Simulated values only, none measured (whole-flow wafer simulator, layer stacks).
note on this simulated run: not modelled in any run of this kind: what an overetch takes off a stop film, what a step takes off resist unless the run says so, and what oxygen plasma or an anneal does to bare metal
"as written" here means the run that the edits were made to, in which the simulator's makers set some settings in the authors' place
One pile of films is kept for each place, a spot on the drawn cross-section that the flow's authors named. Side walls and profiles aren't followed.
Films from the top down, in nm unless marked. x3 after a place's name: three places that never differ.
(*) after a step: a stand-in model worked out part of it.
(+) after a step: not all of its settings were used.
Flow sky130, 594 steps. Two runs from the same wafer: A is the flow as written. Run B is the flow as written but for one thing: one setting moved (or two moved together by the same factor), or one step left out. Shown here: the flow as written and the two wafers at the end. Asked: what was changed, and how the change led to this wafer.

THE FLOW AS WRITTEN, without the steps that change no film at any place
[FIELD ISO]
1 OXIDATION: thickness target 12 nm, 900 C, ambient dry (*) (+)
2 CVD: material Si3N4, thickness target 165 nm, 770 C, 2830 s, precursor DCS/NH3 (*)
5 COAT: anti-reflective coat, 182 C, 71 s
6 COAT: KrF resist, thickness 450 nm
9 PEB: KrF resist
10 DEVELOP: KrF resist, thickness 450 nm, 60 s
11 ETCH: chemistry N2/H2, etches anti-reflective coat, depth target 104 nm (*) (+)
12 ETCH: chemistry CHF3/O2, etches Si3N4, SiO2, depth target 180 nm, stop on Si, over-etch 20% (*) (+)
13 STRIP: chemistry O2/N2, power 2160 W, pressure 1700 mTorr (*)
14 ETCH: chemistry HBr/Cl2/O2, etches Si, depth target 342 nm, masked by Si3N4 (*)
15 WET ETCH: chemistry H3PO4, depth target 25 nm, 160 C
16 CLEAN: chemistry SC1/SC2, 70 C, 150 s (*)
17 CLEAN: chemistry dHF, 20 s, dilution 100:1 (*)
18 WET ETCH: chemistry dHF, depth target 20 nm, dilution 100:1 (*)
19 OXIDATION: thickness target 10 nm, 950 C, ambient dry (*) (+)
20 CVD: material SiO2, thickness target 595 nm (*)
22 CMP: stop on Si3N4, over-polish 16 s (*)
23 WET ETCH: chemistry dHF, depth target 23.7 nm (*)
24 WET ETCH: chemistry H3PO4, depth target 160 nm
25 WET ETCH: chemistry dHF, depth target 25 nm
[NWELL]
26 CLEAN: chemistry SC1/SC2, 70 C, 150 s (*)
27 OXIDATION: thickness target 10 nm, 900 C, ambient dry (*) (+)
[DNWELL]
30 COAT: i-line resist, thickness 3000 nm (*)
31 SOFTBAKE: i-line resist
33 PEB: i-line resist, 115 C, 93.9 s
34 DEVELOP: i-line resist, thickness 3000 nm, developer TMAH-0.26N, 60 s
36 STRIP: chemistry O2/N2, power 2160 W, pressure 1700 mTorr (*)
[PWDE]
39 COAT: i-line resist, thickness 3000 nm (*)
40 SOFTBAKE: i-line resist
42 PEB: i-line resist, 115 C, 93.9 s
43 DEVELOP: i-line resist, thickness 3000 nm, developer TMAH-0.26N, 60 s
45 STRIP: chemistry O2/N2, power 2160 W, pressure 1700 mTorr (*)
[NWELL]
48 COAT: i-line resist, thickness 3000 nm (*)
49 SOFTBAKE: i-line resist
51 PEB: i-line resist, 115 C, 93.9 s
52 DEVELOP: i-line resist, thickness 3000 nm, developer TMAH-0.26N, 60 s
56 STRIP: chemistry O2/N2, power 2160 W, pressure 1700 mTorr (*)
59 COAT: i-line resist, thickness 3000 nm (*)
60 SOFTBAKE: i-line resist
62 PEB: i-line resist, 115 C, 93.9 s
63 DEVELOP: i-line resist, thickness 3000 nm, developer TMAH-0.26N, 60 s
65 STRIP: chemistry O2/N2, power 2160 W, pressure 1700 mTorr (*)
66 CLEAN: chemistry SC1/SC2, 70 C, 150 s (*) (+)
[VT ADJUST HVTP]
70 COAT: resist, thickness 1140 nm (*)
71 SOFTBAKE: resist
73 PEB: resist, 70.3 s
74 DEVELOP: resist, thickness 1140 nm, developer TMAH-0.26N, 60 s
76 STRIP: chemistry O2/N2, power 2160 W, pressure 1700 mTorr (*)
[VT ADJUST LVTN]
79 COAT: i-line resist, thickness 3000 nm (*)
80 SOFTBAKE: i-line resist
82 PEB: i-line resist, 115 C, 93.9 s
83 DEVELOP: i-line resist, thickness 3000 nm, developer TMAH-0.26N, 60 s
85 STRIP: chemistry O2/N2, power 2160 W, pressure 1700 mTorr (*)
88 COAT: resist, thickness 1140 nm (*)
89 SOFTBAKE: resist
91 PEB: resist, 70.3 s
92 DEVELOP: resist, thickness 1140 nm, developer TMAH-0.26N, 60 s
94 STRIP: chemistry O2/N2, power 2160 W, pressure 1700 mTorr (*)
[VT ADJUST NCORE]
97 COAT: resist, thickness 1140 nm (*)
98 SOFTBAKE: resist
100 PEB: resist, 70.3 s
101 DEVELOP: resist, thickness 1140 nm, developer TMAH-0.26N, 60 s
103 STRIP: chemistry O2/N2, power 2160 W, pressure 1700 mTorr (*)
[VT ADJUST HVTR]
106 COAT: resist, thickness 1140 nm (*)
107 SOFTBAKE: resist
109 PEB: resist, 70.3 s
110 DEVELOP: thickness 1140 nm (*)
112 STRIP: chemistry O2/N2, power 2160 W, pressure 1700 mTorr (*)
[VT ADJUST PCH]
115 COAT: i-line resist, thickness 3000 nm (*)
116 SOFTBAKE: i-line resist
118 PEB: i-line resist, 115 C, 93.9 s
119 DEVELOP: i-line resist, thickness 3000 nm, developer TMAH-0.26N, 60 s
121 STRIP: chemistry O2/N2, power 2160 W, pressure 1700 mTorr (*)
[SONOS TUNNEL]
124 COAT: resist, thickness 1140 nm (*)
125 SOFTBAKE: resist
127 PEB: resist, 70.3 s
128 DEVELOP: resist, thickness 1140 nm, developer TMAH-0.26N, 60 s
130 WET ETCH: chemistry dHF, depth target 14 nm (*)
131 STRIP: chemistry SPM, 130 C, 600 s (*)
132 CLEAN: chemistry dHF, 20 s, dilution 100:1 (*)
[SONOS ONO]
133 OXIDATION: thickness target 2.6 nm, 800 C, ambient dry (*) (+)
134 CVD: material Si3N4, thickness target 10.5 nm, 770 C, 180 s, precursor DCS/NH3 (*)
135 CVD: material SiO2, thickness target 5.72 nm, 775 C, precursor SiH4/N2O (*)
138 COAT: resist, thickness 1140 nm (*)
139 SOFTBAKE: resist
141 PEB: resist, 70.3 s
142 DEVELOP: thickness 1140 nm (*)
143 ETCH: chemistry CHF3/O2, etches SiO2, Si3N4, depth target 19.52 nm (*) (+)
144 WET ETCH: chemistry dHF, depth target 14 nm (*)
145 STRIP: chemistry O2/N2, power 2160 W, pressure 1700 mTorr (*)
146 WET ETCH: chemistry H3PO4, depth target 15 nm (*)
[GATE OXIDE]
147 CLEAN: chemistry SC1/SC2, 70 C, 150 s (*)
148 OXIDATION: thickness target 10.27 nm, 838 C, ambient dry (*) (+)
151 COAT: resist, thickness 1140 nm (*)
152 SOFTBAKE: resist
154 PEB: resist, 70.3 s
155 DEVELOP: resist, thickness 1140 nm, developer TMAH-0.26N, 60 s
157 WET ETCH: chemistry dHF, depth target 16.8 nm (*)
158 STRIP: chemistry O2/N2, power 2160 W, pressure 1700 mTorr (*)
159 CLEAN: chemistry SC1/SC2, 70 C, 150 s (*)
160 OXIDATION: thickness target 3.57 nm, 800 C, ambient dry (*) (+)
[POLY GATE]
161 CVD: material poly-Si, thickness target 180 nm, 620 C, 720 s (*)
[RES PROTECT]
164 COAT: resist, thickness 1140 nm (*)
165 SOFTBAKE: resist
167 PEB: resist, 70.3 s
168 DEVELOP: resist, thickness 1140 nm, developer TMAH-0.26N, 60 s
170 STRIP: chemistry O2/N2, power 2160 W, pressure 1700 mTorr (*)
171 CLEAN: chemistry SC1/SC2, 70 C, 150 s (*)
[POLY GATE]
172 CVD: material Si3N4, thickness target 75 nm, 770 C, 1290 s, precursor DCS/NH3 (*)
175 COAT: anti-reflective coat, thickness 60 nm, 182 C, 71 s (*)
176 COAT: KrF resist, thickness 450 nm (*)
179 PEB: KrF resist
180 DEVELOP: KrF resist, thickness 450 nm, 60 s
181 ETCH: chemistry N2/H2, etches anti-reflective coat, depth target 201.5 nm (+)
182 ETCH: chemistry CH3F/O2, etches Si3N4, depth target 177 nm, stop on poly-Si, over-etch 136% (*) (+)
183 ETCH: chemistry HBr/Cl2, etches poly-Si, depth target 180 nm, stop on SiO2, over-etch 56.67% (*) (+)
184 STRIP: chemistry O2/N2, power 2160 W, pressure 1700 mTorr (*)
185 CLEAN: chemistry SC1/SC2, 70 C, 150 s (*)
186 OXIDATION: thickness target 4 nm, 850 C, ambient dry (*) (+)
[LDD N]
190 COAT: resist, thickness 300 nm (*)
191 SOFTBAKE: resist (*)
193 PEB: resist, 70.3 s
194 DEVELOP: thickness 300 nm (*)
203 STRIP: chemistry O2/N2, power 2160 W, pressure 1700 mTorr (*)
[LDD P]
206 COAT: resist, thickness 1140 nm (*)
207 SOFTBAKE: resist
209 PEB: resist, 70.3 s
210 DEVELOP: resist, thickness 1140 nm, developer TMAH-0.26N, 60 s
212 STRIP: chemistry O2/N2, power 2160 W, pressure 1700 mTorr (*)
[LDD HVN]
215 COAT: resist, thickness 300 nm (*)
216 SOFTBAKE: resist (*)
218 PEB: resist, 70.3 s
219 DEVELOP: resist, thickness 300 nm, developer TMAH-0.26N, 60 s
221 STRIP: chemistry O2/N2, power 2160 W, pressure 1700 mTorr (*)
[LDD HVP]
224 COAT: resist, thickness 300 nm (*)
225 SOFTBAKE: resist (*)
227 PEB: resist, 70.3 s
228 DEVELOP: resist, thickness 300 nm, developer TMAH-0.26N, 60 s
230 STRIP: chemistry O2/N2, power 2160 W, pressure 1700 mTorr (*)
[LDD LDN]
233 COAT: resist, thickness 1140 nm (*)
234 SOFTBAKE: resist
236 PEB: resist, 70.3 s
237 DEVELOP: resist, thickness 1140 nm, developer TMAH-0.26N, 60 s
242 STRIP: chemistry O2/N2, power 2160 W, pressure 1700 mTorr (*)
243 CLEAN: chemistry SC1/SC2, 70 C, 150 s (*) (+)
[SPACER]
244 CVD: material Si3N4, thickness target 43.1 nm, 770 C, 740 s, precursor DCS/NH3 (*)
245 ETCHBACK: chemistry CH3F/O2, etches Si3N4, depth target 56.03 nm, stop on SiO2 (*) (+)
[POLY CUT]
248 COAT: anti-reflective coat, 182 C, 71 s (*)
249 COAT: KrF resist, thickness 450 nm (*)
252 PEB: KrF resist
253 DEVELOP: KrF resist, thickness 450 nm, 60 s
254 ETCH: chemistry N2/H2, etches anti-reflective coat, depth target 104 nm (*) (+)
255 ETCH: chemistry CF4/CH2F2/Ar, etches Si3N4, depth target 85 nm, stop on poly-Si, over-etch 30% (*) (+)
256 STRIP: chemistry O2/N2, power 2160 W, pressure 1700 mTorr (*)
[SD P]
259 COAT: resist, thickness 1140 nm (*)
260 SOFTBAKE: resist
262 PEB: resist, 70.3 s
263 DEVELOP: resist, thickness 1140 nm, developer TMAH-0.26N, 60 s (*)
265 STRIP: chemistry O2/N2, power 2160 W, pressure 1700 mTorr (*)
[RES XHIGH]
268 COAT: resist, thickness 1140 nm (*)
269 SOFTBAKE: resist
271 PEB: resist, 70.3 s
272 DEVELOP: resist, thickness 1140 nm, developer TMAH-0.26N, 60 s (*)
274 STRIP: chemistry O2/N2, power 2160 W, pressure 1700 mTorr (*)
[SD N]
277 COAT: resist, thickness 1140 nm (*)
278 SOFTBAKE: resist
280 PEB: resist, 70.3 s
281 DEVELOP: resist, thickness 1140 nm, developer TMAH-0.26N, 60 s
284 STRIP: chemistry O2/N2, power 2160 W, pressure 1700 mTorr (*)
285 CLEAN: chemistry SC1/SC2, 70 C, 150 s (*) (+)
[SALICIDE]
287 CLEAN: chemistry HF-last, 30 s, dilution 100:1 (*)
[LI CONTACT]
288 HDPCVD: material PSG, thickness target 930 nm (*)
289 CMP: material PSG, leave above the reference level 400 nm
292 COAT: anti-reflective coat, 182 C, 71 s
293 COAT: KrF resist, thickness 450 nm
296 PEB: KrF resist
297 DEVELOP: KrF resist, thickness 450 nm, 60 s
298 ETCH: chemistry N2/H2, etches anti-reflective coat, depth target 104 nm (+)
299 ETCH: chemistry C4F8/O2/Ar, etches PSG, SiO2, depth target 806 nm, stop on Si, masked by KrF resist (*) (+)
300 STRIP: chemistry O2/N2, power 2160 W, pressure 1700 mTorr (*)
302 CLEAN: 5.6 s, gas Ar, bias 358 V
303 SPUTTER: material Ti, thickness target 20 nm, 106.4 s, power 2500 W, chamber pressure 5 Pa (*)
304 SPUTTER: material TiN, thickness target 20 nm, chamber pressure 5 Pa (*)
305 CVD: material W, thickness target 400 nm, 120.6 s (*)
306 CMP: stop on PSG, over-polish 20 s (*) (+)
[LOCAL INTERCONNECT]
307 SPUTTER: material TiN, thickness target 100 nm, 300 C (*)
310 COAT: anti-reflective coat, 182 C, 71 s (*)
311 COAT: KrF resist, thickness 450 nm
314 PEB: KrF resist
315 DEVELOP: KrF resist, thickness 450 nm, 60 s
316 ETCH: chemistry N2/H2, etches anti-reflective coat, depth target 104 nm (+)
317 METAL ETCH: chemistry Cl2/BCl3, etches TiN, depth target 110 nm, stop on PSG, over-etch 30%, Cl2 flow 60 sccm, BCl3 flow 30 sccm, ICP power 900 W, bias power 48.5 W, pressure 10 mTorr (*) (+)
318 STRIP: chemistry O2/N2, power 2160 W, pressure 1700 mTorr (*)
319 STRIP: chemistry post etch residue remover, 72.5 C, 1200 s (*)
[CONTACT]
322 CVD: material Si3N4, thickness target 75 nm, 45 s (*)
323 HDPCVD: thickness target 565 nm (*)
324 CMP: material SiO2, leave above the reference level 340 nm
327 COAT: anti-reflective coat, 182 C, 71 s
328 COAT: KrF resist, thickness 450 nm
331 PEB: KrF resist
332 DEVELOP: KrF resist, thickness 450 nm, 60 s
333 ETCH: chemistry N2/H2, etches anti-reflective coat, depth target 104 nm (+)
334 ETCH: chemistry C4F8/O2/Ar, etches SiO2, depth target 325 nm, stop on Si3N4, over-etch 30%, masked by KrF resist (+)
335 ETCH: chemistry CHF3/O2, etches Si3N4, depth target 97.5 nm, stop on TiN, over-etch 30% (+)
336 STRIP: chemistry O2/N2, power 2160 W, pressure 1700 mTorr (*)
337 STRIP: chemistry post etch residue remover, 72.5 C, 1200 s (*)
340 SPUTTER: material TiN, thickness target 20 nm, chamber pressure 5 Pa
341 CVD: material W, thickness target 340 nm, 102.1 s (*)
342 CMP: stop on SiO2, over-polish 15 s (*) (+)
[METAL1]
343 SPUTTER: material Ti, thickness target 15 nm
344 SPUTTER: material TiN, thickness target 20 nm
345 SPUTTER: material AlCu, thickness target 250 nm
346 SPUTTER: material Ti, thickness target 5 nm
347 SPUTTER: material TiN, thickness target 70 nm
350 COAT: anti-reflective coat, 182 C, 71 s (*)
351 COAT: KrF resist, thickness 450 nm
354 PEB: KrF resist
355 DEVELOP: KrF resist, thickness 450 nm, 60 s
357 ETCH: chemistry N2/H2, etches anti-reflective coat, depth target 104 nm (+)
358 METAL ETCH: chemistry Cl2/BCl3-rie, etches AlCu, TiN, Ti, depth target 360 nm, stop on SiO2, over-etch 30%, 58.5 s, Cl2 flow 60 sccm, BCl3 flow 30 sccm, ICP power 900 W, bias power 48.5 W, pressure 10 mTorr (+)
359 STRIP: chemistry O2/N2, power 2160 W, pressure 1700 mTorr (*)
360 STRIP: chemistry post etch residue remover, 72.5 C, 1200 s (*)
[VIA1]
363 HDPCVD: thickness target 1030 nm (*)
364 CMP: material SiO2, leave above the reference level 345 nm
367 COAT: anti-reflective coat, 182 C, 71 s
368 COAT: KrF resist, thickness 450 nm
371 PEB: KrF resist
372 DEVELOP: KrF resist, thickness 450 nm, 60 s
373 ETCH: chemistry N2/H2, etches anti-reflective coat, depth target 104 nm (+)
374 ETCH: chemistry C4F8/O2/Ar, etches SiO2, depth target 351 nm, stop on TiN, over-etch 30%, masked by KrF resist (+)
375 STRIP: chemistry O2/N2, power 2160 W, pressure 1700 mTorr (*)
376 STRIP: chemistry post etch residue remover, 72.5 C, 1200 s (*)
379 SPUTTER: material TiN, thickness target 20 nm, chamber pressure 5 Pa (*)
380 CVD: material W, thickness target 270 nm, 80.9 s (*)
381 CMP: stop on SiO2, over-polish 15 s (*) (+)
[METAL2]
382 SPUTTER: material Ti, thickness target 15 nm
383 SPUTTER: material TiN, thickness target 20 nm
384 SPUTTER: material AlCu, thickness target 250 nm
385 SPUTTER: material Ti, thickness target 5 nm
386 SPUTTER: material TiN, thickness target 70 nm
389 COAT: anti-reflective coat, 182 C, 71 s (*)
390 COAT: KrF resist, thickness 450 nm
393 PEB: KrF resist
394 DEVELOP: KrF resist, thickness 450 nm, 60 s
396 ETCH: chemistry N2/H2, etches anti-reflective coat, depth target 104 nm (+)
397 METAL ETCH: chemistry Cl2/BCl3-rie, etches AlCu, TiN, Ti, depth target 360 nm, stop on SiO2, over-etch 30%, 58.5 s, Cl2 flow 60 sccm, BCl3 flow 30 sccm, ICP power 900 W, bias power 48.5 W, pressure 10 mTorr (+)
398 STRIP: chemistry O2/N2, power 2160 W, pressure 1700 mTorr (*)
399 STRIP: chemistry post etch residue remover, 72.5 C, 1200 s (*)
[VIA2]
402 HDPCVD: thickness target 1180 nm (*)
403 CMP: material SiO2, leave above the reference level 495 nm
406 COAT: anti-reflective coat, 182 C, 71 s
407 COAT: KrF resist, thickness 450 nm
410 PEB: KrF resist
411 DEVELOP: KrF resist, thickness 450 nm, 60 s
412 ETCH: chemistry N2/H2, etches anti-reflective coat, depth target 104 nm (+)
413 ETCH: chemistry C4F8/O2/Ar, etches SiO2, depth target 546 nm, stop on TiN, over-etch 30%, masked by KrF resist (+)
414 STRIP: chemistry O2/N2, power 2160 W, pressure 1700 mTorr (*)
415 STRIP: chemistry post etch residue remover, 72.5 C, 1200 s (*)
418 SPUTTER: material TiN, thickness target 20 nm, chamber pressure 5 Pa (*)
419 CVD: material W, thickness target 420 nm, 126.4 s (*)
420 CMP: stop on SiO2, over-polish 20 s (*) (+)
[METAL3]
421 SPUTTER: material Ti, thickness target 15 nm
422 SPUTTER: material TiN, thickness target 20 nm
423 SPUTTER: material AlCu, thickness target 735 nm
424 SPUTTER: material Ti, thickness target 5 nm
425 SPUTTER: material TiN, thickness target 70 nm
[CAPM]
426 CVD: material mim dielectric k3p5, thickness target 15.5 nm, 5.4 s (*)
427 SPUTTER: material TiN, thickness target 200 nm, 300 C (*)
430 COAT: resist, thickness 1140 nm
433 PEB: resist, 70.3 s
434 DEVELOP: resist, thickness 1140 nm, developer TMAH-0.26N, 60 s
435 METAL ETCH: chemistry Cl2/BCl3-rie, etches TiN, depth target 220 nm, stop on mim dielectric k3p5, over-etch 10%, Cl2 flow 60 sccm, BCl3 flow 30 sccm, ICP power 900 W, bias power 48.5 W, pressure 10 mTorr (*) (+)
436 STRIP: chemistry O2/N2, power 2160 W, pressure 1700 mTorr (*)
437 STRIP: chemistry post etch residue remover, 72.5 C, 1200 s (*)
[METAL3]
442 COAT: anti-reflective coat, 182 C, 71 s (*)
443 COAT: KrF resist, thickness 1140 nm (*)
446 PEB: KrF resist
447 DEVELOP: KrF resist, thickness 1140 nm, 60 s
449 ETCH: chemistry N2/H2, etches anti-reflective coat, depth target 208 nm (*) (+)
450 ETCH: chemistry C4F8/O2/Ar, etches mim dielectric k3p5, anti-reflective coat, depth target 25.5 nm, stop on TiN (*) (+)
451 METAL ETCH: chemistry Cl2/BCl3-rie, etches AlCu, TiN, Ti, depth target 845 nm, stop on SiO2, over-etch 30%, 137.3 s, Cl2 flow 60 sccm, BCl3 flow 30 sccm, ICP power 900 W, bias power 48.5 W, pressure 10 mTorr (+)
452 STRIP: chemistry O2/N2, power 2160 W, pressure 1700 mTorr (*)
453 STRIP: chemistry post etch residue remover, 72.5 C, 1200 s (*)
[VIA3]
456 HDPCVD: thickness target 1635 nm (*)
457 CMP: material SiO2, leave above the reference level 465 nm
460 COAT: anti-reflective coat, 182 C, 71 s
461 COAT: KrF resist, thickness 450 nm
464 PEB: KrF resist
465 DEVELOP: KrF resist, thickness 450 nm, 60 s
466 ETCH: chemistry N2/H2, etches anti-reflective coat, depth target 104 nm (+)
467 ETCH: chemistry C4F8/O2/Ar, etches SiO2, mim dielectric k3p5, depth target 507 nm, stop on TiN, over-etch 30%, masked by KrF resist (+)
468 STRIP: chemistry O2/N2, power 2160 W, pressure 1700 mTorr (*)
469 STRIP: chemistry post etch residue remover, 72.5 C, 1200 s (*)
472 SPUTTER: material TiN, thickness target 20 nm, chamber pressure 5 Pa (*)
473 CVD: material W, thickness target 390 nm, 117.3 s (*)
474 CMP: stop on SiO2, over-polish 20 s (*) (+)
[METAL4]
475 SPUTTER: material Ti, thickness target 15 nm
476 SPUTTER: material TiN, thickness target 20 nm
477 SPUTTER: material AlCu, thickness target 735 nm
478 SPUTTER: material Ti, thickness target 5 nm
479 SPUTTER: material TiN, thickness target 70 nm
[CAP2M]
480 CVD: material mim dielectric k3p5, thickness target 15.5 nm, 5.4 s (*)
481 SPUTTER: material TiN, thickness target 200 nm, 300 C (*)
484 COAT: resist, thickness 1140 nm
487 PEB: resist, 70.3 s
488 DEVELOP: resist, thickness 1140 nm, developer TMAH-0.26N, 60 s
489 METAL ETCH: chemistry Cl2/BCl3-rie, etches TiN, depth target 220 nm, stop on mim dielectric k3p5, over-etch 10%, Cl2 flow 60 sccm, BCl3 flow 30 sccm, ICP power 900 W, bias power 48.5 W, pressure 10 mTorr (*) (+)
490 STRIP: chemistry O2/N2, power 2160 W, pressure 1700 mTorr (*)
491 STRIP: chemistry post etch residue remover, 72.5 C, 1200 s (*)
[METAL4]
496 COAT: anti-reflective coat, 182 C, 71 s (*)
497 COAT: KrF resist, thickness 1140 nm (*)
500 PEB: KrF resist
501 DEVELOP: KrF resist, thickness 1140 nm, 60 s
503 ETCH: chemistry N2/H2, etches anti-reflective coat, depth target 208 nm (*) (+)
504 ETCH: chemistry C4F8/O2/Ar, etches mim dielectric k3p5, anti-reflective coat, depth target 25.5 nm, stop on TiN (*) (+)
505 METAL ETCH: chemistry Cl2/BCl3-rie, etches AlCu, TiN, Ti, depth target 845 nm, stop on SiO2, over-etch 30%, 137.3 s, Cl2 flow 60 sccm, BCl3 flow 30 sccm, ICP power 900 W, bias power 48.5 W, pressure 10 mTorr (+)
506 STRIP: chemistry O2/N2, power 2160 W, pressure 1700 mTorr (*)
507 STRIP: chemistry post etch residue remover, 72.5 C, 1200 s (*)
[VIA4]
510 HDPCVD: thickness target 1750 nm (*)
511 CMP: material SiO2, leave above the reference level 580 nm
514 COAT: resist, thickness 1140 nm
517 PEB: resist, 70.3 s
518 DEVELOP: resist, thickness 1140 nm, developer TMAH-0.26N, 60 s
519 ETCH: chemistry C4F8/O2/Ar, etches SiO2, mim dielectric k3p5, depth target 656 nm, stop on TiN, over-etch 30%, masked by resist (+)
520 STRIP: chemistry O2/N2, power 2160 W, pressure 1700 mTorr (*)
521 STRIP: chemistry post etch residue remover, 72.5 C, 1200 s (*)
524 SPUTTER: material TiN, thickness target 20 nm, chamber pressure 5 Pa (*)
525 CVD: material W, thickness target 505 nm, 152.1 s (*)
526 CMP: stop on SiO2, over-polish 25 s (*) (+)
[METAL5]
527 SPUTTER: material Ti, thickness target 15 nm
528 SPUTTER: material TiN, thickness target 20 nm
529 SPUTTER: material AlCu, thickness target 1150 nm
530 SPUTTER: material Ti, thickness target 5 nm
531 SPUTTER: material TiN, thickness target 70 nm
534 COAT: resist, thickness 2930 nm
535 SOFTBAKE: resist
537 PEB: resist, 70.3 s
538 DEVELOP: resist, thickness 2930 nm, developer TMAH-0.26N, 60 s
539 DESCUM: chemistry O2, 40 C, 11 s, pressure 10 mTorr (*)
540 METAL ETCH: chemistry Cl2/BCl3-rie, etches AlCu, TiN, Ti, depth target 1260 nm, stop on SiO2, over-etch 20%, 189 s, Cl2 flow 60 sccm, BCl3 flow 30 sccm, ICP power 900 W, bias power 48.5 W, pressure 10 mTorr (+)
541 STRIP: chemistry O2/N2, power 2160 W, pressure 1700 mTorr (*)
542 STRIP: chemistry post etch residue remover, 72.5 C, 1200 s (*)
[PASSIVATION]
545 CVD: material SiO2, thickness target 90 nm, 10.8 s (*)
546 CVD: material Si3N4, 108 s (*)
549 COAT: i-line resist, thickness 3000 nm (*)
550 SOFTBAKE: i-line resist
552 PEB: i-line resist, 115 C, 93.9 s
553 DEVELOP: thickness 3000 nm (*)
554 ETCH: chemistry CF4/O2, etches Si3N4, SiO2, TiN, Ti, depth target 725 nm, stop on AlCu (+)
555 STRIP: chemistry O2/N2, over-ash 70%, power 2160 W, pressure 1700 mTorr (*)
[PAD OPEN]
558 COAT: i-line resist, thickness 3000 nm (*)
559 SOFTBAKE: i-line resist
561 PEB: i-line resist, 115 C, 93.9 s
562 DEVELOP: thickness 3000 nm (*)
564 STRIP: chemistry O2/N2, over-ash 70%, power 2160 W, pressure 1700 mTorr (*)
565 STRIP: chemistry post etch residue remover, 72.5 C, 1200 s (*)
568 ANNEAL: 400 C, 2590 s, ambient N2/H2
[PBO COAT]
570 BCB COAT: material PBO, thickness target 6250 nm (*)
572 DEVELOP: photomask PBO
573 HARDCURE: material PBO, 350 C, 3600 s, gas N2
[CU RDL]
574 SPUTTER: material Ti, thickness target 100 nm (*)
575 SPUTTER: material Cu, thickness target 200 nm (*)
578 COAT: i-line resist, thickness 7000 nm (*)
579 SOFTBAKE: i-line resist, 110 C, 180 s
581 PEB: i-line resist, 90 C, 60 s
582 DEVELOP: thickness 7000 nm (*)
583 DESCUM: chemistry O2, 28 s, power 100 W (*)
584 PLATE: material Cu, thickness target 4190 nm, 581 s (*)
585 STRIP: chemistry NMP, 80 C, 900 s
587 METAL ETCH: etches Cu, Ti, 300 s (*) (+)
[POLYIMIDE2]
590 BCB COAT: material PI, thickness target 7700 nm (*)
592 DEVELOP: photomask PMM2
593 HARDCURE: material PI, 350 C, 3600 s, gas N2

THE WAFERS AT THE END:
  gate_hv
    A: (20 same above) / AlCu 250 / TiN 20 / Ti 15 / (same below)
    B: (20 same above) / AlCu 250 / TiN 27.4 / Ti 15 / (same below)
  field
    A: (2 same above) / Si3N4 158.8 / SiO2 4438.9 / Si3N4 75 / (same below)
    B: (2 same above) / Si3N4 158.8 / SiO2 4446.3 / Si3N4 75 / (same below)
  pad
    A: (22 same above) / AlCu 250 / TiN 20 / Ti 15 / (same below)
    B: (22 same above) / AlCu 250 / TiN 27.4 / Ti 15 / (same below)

The cause: step 383, SPUTTER: thickness target 27.4 nm was run, where the flow has thickness target 20 nm.
It can be read off the wafer: gate_hv has TiN 27.4, and step 383 as written asks for 20 nm.

How the change led to this, step by step:
  383 SPUTTER: material TiN, thickness target 20 nm
      field, active, n_well and 188 more: A TiN +20 (new film) | B TiN +27.4 (new film)
  397 METAL ETCH: chemistry Cl2/BCl3-rie, etches AlCu, TiN, Ti, depth target 360 nm, stop on SiO2, over-etch 30%, 58.5 s, Cl2 flow 60 sccm, BCl3 flow 30 sccm, ICP power 900 W, bias power 48.5 W, pressure 10 mTorr (+)
      field, active, gate and 82 more: A TiN -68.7 (all of it), Ti -5 (all of it), AlCu -250 (all of it), TiN -20 (all of it), Ti -15 (all of it), SiO2 -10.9 | B TiN -68.7 (all of it), Ti -5 (all of it), AlCu -250 (all of it), TiN -27.4 (all of it), Ti -15 (all of it), SiO2 -10.2
  550 SOFTBAKE: i-line resist
      via1_hole: A i-line resist -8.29 | B i-line resist -7.42
      via1_enc: A i-line resist -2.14 | B i-line resist -1.33
  559 SOFTBAKE: i-line resist
      via1_hole: A i-line resist -8.29 | B i-line resist -7.42
      via1_enc: A i-line resist -2.14 | B i-line resist -1.33
